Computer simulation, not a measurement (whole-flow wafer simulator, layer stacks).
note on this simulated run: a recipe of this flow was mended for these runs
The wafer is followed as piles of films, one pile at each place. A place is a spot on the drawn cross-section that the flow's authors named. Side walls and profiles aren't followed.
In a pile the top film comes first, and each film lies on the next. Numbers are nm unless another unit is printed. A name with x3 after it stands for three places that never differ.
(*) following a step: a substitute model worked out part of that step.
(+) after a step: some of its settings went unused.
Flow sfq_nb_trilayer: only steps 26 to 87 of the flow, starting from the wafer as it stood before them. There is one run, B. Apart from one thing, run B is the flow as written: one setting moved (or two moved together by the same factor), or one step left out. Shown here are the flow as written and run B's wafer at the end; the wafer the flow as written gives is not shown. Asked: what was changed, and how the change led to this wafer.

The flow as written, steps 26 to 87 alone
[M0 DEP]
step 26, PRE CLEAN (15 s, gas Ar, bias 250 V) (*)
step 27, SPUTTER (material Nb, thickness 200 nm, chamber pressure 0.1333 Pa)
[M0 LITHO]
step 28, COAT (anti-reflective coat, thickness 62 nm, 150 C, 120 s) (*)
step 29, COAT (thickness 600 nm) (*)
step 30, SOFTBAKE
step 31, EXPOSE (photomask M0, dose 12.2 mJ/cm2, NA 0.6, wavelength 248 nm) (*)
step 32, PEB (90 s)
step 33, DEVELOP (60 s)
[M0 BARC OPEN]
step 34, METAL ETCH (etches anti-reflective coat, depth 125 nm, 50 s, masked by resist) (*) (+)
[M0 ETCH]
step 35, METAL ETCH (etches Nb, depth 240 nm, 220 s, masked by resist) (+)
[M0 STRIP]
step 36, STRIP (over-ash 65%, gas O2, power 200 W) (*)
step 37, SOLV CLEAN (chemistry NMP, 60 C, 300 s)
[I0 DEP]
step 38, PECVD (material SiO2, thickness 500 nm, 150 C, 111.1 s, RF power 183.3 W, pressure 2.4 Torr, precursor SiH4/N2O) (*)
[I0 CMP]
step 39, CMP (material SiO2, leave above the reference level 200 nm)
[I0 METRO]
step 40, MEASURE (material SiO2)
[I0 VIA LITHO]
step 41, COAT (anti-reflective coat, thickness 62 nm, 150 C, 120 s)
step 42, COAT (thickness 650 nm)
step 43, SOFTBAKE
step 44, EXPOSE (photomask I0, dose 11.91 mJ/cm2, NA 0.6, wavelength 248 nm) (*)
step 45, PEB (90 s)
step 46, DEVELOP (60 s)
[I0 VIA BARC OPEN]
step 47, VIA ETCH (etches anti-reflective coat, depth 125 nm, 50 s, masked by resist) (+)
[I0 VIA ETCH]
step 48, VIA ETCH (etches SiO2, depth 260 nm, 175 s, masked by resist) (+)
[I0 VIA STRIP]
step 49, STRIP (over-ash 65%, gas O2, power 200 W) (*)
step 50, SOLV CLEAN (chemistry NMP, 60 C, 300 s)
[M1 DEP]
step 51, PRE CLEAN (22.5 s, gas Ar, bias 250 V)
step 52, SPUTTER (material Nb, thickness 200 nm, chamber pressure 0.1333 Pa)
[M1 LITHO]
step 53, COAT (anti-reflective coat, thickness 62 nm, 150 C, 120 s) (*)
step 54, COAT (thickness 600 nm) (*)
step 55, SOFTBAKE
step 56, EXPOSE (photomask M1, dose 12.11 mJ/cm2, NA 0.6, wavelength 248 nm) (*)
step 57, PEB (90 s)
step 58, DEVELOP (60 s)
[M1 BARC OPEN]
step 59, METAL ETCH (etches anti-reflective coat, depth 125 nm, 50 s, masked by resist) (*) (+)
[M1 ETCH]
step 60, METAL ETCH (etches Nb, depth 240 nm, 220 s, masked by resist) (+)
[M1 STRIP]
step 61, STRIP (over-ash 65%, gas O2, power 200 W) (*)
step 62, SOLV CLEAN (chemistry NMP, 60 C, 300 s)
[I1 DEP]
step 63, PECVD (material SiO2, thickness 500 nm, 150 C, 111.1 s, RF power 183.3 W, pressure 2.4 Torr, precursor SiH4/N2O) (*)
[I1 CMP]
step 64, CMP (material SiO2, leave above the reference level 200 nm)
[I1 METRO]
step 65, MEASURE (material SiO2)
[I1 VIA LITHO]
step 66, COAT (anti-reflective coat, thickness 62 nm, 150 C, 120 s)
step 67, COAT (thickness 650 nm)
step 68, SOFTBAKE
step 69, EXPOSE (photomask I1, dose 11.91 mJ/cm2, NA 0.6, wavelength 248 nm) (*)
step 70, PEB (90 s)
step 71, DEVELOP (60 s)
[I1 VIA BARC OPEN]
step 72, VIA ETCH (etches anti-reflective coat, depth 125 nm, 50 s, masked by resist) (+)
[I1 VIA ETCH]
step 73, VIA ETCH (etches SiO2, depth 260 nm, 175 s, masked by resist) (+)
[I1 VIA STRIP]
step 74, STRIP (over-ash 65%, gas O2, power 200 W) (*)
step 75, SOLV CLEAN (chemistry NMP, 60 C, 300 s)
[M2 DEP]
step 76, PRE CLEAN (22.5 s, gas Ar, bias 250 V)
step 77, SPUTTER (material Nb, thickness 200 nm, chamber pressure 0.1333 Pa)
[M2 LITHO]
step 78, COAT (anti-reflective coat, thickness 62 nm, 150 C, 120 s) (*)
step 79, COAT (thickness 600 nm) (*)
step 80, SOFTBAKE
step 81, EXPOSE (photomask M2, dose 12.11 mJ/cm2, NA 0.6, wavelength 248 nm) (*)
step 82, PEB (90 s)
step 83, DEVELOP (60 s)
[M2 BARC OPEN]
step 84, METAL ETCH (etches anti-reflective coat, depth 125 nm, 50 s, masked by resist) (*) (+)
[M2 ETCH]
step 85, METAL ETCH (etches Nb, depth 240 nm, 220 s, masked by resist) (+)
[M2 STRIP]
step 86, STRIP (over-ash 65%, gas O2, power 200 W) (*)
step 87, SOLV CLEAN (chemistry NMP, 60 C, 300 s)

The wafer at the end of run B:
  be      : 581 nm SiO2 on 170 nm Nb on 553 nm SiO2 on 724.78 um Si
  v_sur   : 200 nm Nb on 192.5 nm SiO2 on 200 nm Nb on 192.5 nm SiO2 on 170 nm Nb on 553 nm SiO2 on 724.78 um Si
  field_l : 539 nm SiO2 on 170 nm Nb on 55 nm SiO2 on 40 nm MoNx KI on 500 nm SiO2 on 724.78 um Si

What caused this: step 27, SPUTTER: thickness 170 nm was run, whereas the flow has thickness 200 nm.
The wafer lets one read it off: be has Nb 170, and step 27 as written asks for 200 nm.

The path from the change to this, step by step:
  step 27, SPUTTER (material Nb, thickness 200 nm, chamber pressure 0.1333 Pa)
      field_l, v_sur, via_wl and 102 more: +170 Nb (new film) (as written it would have been: +200 Nb (new film))
      l0v: +165.4 Nb (new film) (as written it would have been: +195.4 Nb (new film))
  step 35, METAL ETCH (etches Nb, depth 240 nm, 220 s, masked by resist) (+)
      moat, m0r_space_l x2: -170 Nb (all of it), -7 SiO2 (as written it would have been: -200 Nb (all of it), -4 SiO2)
  step 38, PECVD (material SiO2, thickness 500 nm, 150 C, 111.1 s, RF power 183.3 W, pressure 2.4 Torr, precursor SiH4/N2O) (*)
      moat, m0r_space_l x2: +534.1 SiO2 (as written it would have been: +561.1 SiO2)
